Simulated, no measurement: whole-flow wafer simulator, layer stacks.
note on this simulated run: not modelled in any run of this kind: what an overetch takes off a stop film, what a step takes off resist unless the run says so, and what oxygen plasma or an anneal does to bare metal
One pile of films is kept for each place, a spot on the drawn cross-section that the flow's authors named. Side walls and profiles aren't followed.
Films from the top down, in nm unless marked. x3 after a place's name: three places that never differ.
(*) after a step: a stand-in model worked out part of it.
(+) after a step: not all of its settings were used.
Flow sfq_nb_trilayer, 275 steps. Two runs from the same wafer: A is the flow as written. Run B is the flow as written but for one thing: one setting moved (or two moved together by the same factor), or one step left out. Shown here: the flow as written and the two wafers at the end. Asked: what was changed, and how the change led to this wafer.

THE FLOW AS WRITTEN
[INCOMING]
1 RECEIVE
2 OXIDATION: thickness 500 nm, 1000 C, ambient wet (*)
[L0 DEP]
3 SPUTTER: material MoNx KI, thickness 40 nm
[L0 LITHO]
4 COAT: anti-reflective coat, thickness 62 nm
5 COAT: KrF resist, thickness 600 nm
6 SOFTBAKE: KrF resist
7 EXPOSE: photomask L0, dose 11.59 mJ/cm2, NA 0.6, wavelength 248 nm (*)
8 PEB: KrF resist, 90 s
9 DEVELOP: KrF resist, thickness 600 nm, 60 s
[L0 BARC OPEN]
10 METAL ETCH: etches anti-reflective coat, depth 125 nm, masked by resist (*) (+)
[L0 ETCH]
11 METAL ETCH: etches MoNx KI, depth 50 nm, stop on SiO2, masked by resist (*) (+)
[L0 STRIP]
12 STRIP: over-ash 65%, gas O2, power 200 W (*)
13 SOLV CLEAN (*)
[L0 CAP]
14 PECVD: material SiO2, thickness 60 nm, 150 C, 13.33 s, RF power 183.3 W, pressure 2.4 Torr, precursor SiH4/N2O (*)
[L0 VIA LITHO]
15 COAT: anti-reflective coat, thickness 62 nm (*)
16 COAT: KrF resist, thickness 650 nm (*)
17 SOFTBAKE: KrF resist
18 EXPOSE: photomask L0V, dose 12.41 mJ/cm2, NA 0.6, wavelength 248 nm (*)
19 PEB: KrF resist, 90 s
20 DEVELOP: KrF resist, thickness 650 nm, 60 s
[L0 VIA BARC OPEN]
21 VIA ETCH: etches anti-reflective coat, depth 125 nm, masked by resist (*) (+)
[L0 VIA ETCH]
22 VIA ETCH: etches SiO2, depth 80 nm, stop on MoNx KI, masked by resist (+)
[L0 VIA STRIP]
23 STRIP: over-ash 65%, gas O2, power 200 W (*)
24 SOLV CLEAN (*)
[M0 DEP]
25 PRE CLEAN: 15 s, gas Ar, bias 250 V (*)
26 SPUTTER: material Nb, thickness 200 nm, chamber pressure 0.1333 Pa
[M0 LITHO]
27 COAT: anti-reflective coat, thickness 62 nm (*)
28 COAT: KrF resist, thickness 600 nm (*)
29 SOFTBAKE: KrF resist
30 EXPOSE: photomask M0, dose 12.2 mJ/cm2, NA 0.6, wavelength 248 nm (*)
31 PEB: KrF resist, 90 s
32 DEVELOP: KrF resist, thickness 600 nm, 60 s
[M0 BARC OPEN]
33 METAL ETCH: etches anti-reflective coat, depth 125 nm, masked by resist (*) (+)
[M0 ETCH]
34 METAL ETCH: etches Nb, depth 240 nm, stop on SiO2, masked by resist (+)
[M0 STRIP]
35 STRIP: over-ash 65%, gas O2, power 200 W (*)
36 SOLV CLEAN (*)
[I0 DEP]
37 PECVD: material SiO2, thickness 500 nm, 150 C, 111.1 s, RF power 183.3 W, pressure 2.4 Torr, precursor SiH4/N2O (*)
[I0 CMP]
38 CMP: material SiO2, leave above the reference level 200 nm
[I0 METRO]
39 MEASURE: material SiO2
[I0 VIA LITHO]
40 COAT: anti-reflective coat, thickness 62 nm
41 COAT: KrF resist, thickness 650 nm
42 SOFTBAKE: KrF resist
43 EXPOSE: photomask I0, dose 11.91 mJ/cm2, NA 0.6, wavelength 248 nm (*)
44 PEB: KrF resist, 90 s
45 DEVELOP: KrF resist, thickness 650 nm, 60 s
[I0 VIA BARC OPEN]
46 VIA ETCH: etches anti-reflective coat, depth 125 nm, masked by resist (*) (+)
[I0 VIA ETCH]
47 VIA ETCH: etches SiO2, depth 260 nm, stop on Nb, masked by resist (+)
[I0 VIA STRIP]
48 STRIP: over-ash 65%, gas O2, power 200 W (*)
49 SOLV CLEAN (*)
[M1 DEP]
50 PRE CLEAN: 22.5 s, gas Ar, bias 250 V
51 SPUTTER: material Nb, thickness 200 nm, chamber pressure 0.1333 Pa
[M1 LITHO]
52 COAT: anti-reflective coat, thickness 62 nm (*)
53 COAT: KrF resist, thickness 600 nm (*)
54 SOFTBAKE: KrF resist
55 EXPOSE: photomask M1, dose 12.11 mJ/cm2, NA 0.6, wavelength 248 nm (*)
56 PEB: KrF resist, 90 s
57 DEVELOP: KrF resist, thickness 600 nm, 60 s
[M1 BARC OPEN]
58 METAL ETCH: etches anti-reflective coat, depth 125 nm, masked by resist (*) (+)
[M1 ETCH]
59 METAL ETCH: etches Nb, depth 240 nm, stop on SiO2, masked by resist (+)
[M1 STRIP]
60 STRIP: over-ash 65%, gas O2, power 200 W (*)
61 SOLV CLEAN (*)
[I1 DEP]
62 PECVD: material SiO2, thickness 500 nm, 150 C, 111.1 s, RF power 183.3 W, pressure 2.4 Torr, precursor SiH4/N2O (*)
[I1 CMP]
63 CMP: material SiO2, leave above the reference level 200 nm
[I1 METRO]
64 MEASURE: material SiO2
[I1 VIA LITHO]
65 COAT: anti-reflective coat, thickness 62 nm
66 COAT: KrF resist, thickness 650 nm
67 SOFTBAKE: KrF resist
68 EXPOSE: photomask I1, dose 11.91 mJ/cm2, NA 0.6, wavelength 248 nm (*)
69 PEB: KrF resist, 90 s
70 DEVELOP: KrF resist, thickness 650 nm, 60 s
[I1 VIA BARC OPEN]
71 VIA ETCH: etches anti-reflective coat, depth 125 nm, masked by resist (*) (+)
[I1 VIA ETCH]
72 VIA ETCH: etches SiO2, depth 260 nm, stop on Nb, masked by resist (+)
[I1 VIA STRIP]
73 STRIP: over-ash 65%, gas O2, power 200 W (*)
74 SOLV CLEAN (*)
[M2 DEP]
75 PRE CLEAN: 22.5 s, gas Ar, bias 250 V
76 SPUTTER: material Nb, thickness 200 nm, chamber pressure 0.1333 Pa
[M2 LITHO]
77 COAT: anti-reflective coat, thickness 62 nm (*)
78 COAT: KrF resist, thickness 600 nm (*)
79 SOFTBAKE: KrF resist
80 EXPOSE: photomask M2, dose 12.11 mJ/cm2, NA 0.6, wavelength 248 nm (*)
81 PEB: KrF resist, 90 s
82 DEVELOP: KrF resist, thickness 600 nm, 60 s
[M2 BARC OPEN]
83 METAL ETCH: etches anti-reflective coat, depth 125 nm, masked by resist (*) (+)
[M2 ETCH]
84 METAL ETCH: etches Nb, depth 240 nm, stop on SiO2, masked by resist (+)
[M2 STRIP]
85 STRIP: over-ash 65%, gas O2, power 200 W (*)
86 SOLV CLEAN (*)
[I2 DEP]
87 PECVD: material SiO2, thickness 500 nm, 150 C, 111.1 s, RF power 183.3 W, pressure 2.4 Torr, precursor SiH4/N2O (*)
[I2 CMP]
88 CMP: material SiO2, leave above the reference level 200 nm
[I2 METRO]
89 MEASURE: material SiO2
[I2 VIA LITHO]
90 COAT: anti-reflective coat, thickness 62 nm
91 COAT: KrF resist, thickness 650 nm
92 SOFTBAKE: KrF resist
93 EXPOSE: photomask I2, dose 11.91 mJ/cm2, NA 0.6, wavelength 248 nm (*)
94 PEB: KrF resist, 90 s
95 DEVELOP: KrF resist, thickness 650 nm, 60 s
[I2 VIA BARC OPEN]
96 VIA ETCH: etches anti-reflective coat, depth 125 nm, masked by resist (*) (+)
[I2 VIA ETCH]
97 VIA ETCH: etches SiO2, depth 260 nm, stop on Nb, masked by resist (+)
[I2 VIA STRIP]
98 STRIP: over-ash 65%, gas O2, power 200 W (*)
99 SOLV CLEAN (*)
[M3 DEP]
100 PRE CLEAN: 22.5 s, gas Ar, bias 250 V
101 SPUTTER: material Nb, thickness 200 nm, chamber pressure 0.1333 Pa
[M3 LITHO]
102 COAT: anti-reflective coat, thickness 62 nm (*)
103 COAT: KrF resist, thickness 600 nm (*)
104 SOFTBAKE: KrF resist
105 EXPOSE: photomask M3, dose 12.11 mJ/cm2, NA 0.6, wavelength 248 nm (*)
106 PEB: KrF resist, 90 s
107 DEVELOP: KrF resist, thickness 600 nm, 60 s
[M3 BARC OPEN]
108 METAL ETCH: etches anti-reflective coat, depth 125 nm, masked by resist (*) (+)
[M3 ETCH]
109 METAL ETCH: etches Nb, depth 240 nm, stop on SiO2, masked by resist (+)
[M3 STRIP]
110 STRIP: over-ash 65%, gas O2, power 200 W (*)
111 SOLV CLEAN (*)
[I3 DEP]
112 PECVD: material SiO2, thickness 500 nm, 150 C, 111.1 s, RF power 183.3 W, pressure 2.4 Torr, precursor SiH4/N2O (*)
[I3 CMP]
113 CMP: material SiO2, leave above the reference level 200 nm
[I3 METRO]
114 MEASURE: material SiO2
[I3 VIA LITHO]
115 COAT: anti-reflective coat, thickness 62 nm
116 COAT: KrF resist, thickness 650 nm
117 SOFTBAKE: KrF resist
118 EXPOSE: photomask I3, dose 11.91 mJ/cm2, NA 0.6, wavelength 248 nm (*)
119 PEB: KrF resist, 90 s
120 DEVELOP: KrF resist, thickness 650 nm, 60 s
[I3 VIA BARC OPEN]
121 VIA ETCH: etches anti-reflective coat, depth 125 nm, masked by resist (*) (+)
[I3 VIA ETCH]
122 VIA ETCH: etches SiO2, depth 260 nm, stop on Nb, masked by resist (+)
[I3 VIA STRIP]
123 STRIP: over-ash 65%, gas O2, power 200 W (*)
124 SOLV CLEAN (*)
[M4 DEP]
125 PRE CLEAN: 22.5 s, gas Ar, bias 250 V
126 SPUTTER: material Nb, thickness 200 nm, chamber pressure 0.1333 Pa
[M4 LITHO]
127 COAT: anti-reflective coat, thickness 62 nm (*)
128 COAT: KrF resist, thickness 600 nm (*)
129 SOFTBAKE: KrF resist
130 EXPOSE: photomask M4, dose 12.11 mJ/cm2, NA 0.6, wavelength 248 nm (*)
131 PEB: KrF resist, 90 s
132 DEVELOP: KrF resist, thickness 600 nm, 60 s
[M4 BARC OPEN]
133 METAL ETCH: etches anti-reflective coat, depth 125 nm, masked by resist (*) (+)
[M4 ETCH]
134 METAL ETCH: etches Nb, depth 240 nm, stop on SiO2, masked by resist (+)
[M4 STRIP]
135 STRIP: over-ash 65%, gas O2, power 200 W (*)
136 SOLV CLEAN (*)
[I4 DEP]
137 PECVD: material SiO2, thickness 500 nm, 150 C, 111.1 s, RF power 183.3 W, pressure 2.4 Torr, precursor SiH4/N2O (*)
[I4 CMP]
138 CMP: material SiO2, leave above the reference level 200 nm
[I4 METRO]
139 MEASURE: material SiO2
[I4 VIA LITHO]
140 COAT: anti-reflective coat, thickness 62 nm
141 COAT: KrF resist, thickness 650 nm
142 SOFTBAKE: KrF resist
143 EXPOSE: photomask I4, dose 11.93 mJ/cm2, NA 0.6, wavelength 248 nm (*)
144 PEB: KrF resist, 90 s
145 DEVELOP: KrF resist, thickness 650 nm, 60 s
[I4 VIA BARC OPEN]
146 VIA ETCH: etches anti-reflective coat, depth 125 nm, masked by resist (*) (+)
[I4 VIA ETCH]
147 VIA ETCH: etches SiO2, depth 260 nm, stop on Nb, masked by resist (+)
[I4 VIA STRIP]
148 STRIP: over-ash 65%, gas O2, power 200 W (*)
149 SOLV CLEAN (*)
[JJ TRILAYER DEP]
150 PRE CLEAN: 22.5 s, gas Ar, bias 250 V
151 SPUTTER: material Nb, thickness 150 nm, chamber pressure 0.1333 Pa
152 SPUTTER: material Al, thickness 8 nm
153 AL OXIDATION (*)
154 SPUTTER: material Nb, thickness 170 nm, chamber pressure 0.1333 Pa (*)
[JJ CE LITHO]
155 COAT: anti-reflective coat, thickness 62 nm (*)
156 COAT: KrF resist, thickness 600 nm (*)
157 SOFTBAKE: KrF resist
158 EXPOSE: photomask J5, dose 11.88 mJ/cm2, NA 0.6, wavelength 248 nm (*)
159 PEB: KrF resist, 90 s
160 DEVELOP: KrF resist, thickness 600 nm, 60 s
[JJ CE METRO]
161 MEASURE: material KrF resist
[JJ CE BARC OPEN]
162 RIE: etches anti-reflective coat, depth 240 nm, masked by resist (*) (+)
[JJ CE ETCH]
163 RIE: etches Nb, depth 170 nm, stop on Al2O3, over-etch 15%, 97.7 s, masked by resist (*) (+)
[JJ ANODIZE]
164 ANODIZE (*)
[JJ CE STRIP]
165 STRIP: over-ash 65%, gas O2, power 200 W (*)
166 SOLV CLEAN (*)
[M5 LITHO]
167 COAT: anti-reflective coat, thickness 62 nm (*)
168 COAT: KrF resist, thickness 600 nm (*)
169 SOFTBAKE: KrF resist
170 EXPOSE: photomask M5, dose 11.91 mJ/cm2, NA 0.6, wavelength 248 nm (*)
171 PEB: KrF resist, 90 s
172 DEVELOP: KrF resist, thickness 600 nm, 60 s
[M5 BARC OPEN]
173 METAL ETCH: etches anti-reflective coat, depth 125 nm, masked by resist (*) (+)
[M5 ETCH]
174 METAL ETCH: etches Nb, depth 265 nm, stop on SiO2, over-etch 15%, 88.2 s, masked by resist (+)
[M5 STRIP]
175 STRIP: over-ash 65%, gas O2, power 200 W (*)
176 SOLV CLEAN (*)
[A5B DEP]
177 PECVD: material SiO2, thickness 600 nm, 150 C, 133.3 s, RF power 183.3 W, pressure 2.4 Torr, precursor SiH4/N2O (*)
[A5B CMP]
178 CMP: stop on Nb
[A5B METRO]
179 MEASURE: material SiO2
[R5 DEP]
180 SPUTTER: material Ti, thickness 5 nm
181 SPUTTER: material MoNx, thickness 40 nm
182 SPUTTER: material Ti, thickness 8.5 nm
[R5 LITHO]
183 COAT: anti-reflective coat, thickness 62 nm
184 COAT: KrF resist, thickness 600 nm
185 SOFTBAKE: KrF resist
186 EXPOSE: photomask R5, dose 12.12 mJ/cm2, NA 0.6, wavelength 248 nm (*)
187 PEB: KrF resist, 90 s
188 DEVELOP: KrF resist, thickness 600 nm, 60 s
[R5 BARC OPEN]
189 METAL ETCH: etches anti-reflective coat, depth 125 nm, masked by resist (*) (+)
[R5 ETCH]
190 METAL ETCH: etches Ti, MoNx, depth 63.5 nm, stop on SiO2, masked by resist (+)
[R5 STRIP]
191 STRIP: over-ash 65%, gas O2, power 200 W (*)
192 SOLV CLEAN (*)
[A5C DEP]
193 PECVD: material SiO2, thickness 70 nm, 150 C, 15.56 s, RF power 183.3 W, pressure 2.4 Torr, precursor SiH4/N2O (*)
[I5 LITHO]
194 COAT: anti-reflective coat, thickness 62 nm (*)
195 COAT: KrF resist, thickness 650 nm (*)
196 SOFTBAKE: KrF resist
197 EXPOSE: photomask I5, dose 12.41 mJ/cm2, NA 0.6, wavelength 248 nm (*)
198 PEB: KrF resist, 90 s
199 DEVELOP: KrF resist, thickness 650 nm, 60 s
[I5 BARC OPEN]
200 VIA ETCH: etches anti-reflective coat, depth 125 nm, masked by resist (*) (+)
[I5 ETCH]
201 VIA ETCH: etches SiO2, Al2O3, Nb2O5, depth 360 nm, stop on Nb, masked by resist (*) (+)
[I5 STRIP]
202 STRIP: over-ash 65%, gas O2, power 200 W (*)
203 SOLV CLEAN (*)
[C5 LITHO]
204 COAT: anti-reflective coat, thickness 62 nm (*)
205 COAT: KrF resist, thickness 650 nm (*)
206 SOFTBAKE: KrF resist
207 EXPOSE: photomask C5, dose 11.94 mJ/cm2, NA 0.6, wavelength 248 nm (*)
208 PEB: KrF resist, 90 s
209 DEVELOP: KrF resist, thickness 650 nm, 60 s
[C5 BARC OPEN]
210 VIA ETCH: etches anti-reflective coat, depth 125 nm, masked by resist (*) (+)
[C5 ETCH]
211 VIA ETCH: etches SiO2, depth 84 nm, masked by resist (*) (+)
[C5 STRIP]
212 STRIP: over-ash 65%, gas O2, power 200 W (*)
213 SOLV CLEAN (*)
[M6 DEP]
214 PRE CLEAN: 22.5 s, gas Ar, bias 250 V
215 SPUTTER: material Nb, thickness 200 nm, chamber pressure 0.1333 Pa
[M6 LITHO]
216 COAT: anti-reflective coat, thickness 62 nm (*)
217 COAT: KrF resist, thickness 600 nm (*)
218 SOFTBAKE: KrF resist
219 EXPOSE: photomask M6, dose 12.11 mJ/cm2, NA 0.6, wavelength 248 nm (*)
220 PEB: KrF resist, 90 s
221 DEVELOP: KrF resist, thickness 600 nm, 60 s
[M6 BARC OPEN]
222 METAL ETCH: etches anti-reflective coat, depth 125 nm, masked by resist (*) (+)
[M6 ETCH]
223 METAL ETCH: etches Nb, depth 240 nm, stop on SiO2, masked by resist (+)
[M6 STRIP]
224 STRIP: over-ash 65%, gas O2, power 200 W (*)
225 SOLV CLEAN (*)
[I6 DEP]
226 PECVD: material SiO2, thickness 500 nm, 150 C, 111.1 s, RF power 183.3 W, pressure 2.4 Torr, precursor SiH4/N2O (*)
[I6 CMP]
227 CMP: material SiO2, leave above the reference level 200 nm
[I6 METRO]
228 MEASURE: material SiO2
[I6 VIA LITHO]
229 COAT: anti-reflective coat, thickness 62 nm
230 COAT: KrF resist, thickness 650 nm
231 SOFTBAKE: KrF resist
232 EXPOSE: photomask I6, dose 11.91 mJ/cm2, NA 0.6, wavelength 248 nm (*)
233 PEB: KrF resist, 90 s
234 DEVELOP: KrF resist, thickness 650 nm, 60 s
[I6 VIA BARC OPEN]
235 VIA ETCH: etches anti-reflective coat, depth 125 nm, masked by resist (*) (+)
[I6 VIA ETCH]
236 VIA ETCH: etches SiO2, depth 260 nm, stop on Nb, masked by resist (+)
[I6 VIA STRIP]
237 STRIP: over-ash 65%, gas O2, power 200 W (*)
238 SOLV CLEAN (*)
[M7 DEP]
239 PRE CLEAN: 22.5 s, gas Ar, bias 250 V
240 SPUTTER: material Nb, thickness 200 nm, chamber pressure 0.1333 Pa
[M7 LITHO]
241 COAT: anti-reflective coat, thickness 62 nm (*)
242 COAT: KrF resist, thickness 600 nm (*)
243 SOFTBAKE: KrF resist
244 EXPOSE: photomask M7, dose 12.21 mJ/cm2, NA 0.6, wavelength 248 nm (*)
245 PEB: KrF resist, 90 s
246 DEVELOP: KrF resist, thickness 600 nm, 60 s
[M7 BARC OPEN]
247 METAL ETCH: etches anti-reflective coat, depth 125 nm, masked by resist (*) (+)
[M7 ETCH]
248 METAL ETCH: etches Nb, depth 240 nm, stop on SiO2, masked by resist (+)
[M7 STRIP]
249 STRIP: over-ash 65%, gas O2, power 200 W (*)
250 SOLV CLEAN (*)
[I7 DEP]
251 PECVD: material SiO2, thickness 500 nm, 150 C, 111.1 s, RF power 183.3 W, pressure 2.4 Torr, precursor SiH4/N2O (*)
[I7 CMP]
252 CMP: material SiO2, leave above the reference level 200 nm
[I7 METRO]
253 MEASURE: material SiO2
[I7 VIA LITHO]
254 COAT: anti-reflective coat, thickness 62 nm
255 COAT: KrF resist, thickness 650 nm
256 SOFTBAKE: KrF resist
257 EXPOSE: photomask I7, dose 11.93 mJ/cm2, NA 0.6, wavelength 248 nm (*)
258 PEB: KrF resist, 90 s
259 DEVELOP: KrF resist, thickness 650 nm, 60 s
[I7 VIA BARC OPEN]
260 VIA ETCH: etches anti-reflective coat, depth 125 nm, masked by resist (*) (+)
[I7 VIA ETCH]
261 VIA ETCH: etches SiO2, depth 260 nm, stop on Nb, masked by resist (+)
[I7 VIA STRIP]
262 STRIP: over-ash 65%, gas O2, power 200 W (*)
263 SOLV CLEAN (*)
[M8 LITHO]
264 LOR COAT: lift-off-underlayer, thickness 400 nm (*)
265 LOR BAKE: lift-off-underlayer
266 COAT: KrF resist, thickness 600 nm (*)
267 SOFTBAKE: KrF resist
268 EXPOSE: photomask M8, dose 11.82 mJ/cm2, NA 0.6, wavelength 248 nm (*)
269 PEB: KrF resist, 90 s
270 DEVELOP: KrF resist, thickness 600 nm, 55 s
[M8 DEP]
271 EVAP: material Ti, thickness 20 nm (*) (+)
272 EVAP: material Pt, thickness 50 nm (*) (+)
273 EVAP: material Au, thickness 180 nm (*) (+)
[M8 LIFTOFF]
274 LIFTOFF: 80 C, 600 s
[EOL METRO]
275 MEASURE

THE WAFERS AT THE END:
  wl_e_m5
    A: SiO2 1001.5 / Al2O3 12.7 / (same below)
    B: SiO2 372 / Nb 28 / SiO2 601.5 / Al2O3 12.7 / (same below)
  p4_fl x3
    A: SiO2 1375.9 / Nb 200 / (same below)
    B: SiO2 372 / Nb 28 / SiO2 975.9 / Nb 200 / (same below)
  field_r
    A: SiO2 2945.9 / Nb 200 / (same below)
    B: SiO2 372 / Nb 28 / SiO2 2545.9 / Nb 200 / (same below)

The cause: step 248, METAL ETCH: depth 172 nm was run, where the flow has depth 240 nm.

How the change led to this, step by step:
  248 METAL ETCH: etches Nb, depth 240 nm, stop on SiO2, masked by resist (+)
      field_l, field_r, lsp_l and 62 more: A Nb -200 (all of it) | B Nb -172
      v_sur, via_wl, via_w and 38 more: A KrF resist -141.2 | B KrF resist -101.2
  249 STRIP: over-ash 65%, gas O2, power 200 W (*)
      wl_j_sl, wl_jj, wl_j_sr and 14 more: A KrF resist -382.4 (all of it), anti-reflective coat -62 (all of it) | B KrF resist -422.4 (all of it), anti-reflective coat -62 (all of it)
      ln_m5, lsp_m, ln_m6, lsp_r: A KrF resist -381.9 (all of it), anti-reflective coat -61.8 (all of it) | B KrF resist -421.9 (all of it), anti-reflective coat -61.8 (all of it)
      (and at 20 more places)
  251 PECVD: material SiO2, thickness 500 nm, 150 C, 111.1 s, RF power 183.3 W, pressure 2.4 Torr, precursor SiH4/N2O (*)
      field_l, p4_fl x3, p4_w1 x9 and 46 more: A SiO2 +500 | B SiO2 +500 (new film)
      field_r, lsp_l: A SiO2 +477.7 | B SiO2 +480.8 (new film)
      (and at 4 more places)
  252 CMP: material SiO2, leave above the reference level 200 nm
      field_l, p4_fl x3, p4_w1 x9 and 46 more: A SiO2 -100 | B SiO2 -128
      field_r, lsp_l: A SiO2 -77.7 | B SiO2 -108.8
      (and at 2 more places)
Counting metal films that touch as one body, wl_e_m5 has 7 bodies (between them, from the top down: SiO2 601.5 / Al2O3 12.7 / Nb2O5 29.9; SiO2 192.5; SiO2 192.5; SiO2 192.5; SiO2 192.5; SiO2 192.5); the flow as written gives 6 bodies (between them, from the top down: SiO2 192.5; SiO2 192.5; SiO2 192.5; SiO2 192.5; SiO2 192.5).
Counting metal films that touch as one body, p4_fl x3 has 3 bodies (between them, from the top down: SiO2 975.9; SiO2 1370); the flow as written gives 2 bodies (between them, from the top down: SiO2 1370).
Counting metal films that touch as one body, field_r has 2 bodies (between them, from the top down: SiO2 2545.9); the flow as written gives 1 body.
